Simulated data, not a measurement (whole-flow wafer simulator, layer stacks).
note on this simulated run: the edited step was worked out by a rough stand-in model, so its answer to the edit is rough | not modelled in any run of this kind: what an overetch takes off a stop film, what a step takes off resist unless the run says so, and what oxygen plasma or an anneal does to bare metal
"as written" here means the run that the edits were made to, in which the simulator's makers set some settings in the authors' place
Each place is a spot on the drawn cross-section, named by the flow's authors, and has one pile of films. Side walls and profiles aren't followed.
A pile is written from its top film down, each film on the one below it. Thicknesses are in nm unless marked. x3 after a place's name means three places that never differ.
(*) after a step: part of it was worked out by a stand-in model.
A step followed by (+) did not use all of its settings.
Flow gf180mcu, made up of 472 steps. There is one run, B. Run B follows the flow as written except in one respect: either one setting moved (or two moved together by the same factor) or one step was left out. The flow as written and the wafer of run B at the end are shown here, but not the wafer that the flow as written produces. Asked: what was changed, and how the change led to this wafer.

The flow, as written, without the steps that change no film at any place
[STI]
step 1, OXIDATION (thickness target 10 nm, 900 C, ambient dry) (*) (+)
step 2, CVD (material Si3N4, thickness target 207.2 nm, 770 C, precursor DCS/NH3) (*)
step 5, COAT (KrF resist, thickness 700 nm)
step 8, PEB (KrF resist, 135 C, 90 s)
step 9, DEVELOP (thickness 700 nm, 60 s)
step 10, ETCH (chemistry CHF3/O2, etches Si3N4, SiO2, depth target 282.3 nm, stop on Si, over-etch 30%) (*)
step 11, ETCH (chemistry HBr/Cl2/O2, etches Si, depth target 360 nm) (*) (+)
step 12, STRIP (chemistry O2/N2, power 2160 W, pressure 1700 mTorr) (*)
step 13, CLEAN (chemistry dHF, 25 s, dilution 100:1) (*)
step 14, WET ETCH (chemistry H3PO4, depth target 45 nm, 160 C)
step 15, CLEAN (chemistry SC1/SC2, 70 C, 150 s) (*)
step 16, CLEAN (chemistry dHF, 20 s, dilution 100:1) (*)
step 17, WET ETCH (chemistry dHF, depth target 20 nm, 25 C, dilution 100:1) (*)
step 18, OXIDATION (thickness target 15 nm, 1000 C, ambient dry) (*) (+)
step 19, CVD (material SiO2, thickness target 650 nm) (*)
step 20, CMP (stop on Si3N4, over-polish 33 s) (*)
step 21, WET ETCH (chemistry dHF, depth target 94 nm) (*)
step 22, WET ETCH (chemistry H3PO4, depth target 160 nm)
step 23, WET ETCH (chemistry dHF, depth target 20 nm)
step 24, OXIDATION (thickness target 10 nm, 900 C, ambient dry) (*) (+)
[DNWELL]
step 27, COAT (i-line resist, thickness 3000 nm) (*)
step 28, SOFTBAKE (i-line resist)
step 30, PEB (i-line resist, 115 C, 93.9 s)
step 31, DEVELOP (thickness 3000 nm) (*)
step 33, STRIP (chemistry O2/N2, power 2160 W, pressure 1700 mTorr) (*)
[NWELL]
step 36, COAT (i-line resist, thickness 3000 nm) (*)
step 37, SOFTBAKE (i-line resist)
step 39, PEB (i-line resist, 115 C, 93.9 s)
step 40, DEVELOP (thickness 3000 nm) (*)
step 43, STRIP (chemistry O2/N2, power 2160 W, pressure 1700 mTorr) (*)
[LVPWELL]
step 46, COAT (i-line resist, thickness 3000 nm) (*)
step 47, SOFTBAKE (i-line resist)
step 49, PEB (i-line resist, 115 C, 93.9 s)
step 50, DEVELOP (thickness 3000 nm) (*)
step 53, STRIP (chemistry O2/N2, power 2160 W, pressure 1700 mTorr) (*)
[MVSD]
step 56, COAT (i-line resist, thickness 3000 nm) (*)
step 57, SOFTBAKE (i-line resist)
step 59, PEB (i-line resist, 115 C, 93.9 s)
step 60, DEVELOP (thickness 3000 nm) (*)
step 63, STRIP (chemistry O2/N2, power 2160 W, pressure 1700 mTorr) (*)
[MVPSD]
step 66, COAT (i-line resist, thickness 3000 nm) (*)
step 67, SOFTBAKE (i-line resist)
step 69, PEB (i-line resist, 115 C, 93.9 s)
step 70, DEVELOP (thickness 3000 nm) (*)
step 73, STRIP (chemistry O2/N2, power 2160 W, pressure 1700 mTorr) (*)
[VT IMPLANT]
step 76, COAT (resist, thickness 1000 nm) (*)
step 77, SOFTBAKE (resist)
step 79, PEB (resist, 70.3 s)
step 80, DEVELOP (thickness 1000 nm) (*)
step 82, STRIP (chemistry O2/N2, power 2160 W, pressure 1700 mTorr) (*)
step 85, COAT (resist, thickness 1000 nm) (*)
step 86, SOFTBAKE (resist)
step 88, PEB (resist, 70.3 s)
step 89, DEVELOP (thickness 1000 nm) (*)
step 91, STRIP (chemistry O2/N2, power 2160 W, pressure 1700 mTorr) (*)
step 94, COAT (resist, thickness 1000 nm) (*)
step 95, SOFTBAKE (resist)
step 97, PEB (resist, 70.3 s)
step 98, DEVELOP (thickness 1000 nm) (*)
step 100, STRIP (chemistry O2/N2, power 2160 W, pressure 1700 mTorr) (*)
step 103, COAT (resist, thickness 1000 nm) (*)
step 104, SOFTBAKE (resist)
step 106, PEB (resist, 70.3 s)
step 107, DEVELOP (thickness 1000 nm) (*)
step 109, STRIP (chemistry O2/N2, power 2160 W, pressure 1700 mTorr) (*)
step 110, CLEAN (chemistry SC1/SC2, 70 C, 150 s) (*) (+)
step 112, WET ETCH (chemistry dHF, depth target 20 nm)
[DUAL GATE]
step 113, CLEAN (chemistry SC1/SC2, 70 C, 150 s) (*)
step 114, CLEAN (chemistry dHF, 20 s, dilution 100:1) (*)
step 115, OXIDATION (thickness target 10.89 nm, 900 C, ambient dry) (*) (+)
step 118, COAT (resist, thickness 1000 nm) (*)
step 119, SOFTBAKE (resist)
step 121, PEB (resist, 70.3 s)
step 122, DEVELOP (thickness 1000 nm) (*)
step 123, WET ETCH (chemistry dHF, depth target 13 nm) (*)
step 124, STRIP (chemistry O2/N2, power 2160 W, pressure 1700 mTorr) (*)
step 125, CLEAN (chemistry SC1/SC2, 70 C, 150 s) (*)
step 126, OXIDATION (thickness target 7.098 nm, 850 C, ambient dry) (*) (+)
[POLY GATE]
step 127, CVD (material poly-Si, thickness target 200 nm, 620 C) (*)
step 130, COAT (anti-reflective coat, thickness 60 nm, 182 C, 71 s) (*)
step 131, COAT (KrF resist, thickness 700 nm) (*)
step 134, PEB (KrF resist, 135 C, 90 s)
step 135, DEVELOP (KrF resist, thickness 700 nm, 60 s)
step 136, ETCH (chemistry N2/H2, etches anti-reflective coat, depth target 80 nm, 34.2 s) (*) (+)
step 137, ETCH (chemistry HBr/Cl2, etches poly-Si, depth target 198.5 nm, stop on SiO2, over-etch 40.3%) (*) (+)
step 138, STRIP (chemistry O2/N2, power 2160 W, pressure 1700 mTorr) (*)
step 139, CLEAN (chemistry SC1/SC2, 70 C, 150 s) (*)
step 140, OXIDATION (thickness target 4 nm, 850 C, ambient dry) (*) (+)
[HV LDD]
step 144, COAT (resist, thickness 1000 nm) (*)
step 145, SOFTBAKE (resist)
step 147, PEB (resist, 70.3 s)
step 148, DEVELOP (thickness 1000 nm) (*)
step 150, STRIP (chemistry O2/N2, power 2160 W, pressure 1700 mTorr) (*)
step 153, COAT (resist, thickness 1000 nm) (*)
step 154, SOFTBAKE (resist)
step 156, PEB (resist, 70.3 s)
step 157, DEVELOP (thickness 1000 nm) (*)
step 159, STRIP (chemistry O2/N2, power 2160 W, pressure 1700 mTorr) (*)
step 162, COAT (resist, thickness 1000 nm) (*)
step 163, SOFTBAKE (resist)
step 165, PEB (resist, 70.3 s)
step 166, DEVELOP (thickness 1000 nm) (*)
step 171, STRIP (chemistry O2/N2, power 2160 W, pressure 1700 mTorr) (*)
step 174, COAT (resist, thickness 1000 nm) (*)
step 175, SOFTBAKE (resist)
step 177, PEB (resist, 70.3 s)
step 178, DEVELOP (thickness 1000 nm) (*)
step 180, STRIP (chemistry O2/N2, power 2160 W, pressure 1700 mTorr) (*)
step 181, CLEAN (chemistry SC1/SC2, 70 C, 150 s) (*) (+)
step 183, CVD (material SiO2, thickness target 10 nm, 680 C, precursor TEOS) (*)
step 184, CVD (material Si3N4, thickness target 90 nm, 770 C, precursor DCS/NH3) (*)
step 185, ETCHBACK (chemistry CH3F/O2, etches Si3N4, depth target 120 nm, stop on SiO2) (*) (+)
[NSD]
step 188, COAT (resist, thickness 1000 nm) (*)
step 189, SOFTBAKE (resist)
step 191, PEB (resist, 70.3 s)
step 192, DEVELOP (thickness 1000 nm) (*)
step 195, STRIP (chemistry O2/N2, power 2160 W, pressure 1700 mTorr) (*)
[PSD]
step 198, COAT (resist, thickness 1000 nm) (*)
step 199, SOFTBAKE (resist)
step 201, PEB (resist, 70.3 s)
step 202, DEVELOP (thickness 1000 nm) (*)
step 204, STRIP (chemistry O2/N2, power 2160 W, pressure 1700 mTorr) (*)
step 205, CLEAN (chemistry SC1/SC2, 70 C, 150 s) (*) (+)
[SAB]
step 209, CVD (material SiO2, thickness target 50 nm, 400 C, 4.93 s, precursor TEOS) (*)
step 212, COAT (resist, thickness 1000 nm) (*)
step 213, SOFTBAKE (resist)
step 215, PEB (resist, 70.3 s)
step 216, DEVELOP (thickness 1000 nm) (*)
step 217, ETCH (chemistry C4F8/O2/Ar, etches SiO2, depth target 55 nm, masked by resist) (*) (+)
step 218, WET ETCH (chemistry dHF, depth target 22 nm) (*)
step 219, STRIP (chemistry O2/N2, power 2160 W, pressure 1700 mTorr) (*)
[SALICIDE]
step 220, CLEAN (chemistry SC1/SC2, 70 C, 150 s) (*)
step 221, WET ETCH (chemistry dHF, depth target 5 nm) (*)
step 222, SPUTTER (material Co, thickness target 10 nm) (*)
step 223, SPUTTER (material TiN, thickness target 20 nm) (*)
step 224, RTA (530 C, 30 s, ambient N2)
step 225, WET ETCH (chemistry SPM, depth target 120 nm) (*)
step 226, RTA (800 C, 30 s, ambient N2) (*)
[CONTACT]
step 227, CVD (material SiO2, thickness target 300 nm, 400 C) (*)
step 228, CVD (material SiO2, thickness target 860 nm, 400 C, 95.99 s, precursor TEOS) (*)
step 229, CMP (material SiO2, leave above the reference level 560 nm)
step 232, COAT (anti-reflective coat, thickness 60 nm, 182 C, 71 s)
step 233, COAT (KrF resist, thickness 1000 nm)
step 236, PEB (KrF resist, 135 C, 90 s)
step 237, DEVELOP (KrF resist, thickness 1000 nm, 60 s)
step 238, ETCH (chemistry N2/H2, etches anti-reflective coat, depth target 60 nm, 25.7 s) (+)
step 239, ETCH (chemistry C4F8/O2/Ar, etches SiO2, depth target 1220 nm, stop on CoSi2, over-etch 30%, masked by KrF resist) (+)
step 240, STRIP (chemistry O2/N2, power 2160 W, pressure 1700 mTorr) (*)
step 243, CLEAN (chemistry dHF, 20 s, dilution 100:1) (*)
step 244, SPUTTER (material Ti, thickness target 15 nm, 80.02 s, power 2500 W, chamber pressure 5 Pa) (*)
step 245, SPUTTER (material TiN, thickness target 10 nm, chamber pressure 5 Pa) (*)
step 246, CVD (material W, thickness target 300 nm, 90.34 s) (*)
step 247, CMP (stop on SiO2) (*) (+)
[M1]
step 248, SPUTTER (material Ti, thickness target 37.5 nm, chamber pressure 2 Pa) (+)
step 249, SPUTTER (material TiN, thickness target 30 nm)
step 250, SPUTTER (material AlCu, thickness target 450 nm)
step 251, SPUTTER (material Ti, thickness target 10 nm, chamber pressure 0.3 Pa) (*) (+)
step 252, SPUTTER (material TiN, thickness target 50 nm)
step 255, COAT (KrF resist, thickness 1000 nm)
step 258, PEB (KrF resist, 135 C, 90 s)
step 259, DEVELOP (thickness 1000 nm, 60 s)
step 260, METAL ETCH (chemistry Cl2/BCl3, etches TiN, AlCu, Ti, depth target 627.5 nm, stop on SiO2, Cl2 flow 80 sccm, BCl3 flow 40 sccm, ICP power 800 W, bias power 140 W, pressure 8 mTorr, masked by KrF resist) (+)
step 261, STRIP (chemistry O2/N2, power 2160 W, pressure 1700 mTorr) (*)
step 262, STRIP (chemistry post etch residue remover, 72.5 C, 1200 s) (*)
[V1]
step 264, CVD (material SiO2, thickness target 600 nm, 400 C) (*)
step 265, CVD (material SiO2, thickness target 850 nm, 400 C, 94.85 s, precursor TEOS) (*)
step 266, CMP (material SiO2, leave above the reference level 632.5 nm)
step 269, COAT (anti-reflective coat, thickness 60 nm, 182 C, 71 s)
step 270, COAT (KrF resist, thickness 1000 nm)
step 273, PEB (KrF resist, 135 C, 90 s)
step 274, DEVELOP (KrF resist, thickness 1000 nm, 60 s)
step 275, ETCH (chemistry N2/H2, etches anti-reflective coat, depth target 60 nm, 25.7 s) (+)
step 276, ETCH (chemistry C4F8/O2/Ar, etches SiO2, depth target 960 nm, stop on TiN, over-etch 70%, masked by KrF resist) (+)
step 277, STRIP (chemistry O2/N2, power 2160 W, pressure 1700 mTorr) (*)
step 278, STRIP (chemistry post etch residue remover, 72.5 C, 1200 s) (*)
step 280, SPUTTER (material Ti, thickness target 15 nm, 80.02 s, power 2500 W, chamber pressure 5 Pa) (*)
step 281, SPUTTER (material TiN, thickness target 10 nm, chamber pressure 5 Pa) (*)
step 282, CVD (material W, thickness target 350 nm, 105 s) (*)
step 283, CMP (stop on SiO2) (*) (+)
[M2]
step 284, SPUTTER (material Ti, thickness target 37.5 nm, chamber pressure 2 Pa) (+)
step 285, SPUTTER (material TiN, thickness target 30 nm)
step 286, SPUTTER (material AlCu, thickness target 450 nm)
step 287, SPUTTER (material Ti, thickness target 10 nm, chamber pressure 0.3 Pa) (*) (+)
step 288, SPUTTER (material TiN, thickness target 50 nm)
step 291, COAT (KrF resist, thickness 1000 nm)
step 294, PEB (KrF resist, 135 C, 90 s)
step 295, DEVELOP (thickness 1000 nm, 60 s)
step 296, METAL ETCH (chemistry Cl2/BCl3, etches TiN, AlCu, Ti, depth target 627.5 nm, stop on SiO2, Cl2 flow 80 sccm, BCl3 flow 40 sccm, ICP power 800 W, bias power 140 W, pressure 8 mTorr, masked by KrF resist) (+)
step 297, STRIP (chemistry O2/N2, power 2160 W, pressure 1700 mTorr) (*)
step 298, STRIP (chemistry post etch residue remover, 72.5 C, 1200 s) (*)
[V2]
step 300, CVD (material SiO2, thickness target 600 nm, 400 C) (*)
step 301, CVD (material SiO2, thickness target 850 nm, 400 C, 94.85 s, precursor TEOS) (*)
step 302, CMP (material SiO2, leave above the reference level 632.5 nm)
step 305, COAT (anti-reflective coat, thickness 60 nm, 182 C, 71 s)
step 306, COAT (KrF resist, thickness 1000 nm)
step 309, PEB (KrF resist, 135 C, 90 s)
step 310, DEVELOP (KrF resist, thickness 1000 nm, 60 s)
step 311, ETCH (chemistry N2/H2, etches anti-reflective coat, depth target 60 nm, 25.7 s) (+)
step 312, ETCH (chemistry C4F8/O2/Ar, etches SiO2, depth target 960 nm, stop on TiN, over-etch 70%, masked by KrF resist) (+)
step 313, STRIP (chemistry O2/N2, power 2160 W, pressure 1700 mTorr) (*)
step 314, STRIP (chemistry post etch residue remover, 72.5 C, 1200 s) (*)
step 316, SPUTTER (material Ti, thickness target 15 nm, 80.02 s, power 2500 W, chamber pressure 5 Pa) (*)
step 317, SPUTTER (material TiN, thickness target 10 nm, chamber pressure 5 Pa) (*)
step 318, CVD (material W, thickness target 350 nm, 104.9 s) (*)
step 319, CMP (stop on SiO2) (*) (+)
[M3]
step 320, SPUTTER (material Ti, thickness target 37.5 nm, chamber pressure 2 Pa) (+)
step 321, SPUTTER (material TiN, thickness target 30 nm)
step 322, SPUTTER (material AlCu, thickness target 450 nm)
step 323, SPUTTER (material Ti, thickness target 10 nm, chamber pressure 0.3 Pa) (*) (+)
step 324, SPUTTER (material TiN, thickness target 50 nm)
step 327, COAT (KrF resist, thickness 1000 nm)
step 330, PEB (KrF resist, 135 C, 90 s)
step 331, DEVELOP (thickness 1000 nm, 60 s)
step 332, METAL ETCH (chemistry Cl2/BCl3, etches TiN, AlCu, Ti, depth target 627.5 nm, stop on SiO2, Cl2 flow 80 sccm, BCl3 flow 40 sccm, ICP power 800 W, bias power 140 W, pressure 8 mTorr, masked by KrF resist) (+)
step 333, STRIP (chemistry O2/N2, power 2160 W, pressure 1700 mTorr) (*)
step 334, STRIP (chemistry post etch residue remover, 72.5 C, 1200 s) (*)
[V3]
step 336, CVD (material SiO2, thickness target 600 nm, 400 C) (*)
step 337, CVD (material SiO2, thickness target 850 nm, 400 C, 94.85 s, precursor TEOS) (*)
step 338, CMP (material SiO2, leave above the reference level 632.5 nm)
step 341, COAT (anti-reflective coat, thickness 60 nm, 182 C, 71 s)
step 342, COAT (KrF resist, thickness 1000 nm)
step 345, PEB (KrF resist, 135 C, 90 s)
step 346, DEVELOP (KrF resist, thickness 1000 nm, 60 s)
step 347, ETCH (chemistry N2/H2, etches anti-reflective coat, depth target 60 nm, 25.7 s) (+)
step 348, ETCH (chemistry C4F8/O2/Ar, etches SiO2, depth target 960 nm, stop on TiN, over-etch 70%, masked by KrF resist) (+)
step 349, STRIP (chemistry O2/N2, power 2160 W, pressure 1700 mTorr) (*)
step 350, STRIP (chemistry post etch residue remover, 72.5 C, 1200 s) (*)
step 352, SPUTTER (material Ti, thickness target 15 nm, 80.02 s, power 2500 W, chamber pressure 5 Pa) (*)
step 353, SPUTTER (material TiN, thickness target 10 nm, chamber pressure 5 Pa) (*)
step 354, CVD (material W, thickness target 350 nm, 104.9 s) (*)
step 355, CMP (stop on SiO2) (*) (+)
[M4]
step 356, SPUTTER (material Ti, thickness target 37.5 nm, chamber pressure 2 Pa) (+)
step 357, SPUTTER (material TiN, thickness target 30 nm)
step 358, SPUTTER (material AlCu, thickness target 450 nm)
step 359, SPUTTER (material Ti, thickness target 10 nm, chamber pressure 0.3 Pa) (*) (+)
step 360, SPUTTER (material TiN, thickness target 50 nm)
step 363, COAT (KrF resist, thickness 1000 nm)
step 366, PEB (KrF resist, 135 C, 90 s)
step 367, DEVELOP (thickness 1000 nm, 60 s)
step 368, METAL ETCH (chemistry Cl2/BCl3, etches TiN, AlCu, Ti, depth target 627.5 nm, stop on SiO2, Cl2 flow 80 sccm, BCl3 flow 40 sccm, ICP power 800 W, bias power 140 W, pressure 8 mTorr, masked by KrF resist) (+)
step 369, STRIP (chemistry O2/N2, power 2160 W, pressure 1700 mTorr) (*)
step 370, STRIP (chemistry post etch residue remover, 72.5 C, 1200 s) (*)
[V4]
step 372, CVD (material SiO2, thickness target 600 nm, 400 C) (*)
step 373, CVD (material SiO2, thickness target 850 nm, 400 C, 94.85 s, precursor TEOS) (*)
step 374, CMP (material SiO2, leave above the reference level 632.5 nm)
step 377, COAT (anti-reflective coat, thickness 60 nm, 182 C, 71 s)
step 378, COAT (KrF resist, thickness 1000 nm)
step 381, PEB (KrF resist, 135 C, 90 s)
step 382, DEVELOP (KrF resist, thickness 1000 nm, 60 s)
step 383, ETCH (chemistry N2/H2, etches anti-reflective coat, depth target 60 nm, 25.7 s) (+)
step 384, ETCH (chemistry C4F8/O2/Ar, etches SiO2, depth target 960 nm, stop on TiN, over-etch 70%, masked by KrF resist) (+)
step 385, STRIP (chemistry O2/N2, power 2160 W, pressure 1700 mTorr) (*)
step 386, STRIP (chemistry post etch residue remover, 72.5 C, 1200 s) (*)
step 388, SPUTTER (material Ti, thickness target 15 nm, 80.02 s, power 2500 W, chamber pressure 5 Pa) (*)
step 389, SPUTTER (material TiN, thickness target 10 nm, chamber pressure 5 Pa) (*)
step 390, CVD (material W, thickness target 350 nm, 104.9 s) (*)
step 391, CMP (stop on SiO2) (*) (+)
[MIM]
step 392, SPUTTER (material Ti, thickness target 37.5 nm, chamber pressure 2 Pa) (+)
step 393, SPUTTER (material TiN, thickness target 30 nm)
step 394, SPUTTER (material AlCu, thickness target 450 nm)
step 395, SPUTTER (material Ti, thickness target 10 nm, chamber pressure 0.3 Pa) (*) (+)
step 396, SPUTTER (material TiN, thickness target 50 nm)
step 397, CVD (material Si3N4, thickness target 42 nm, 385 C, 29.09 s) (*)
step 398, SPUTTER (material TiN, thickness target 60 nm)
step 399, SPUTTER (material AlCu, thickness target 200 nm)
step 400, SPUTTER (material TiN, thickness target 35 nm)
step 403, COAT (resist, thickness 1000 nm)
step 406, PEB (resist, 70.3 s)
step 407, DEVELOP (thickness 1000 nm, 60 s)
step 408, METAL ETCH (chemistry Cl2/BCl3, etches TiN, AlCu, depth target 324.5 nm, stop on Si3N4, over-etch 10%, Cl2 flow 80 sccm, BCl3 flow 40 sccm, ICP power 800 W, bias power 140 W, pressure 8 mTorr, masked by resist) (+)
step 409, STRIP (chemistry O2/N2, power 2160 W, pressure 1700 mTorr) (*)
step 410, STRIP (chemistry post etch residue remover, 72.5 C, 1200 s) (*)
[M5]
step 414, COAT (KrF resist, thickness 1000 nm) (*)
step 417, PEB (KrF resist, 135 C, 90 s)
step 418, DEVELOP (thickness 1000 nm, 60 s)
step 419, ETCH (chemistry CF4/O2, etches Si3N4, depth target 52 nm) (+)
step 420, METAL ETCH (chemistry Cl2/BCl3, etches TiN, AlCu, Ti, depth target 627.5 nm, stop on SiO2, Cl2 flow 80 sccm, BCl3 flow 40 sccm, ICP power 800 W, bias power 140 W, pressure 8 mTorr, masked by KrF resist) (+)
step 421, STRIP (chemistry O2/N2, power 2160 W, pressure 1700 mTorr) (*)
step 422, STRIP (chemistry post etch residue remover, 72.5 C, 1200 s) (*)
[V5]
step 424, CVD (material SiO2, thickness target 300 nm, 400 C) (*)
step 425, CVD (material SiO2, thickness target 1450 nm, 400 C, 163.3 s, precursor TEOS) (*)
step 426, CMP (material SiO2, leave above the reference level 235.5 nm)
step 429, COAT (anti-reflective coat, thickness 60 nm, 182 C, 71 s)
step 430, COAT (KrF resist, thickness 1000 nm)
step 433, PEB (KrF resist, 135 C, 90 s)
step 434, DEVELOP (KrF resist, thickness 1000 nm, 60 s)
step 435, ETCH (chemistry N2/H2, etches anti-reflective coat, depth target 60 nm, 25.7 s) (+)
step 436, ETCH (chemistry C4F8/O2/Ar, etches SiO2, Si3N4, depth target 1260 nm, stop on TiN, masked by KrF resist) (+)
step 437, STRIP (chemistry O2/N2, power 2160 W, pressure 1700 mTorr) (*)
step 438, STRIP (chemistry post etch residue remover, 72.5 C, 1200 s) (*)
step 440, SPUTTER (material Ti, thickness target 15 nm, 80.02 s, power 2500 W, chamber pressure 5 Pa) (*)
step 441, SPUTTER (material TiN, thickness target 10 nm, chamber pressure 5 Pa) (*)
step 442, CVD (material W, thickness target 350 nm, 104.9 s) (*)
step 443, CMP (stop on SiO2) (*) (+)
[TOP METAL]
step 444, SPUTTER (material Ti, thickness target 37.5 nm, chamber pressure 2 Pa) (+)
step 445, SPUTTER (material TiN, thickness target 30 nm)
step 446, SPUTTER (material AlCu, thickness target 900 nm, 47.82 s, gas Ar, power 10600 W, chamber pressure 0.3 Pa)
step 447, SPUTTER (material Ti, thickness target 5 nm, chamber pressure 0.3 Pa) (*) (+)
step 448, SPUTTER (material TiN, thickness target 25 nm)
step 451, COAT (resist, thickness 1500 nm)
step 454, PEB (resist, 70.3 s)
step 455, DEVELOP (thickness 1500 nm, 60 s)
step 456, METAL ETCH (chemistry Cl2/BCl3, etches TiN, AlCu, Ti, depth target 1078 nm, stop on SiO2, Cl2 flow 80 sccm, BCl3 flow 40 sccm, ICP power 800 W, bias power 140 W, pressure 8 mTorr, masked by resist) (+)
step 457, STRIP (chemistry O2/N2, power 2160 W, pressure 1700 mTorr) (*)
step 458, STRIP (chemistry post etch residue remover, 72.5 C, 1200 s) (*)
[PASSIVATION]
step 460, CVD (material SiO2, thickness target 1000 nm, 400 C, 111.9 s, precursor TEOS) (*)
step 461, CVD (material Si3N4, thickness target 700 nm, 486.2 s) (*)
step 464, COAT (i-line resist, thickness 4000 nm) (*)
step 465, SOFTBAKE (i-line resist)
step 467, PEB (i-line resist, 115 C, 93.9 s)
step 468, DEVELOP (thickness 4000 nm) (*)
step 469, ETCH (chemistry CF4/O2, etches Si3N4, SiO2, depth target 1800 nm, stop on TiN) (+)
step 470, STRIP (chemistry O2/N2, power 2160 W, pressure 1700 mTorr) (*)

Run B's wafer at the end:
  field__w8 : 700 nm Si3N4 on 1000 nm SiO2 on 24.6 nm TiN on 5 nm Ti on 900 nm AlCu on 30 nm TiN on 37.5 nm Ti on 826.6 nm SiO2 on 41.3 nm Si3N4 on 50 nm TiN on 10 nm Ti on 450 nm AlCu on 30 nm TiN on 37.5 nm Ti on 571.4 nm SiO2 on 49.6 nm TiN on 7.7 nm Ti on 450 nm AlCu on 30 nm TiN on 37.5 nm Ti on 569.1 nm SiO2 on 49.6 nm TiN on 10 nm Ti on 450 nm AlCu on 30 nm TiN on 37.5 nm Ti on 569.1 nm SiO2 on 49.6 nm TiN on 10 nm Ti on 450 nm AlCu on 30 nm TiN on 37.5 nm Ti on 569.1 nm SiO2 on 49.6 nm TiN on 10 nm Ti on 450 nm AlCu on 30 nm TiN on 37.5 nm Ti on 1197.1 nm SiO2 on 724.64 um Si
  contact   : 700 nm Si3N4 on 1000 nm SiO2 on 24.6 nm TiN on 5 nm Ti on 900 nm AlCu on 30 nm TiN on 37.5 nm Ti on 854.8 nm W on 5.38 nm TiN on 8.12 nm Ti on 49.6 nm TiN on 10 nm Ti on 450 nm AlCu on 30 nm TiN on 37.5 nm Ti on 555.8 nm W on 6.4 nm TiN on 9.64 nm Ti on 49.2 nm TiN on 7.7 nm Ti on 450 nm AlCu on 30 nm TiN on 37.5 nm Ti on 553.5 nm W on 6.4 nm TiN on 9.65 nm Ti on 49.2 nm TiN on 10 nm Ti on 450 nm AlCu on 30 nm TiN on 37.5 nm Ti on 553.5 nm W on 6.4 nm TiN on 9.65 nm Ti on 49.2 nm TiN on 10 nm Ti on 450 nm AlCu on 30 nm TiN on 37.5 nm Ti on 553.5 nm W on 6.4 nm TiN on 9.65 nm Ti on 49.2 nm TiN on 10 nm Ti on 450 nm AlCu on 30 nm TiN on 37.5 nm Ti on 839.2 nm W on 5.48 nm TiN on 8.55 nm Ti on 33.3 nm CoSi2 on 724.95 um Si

The reason: step 359, SPUTTER: thickness target 7.7 nm was run, whereas the flow has thickness target 10 nm.
One can read it off the wafer: field__w8 has Ti 7.7, and step 359 as written asks for 10 nm.

The path from the change to this, step by step:
  step 359, SPUTTER (material Ti, thickness target 10 nm, chamber pressure 0.3 Pa) (*) (+)
      field, field__w1, field__w2 and 108 more: +7.7 Ti (new film) (it would be, as written: +10 Ti (new film))
  step 368, METAL ETCH (chemistry Cl2/BCl3, etches TiN, AlCu, Ti, depth target 627.5 nm, stop on SiO2, Cl2 flow 80 sccm, BCl3 flow 40 sccm, ICP power 800 W, bias power 140 W, pressure 8 mTorr, masked by KrF resist) (+)
      field, field__w1, field__w2 and 103 more: -50 TiN (all of it), -7.7 Ti (all of it), -450 AlCu (all of it), -30 TiN (all of it), -37.5 Ti (all of it) (it would be, as written: -50 TiN (all of it), -10 Ti (all of it), -450 AlCu (all of it), -30 TiN (all of it), -37.5 Ti (all of it))
